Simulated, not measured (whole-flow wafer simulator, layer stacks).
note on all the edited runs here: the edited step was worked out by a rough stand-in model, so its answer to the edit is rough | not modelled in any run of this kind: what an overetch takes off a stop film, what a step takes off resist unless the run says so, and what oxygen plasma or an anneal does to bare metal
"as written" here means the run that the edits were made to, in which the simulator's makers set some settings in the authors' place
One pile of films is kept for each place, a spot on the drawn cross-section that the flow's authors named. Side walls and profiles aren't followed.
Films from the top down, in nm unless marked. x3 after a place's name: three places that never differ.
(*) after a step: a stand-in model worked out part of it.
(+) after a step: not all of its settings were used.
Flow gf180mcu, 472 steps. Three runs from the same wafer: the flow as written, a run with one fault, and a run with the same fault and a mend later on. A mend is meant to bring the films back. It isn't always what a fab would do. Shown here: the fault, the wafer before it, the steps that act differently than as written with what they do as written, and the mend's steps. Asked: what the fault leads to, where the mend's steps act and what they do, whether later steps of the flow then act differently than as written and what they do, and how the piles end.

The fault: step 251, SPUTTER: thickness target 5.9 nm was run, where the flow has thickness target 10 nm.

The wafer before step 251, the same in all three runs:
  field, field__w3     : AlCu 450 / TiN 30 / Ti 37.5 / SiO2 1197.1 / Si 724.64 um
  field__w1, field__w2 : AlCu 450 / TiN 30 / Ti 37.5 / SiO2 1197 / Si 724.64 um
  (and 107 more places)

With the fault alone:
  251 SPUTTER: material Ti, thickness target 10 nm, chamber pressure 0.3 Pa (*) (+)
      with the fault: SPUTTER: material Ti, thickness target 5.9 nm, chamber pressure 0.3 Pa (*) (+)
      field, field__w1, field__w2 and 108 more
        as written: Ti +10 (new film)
        with the fault: Ti +5.9 (new film)
  Later steps of the flow that act differently than as written (5 more steps differ only slightly, by at most 2% or 0.5 nm, whichever is larger, and aren't shown):
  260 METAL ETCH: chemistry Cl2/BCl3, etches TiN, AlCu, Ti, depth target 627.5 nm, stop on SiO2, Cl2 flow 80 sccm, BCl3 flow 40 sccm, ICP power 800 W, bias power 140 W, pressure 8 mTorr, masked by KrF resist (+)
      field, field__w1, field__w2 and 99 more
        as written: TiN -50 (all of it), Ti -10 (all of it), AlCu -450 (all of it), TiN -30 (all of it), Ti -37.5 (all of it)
        with the fault: TiN -50 (all of it), Ti -5.9 (all of it), AlCu -450 (all of it), TiN -30 (all of it), Ti -37.5 (all of it)
  At the end the piles differ from the flow's by more than 2% or 0.5 nm, whichever is larger, at field__w8, contact, m1 and 6 more.
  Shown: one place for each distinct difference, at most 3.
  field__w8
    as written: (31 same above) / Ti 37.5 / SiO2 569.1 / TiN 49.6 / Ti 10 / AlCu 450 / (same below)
    with the fault: (31 same above) / Ti 37.5 / SiO2 573.2 / TiN 49.6 / Ti 5.9 / AlCu 450 / (same below)
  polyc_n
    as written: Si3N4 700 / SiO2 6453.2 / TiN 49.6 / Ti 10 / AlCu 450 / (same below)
    with the fault: Si3N4 700 / SiO2 6457.3 / TiN 49.6 / Ti 5.9 / AlCu 450 / (same below)
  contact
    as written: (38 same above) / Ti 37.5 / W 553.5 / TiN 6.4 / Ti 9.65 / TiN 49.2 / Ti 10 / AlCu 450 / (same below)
    with the fault: (38 same above) / Ti 37.5 / W 557.6 / TiN 6.39 / Ti 9.63 / TiN 49.2 / Ti 5.9 / AlCu 450 / (same below)

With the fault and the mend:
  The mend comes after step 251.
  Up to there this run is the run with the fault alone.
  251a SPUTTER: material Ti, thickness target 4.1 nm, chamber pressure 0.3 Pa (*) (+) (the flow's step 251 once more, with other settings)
      field, field__w1, field__w2 and 108 more
        Ti +4.1
  No later step of the flow acts differently than as written at any place that is followed.
  At the end the piles are the same as the flow's at every place that both follow.
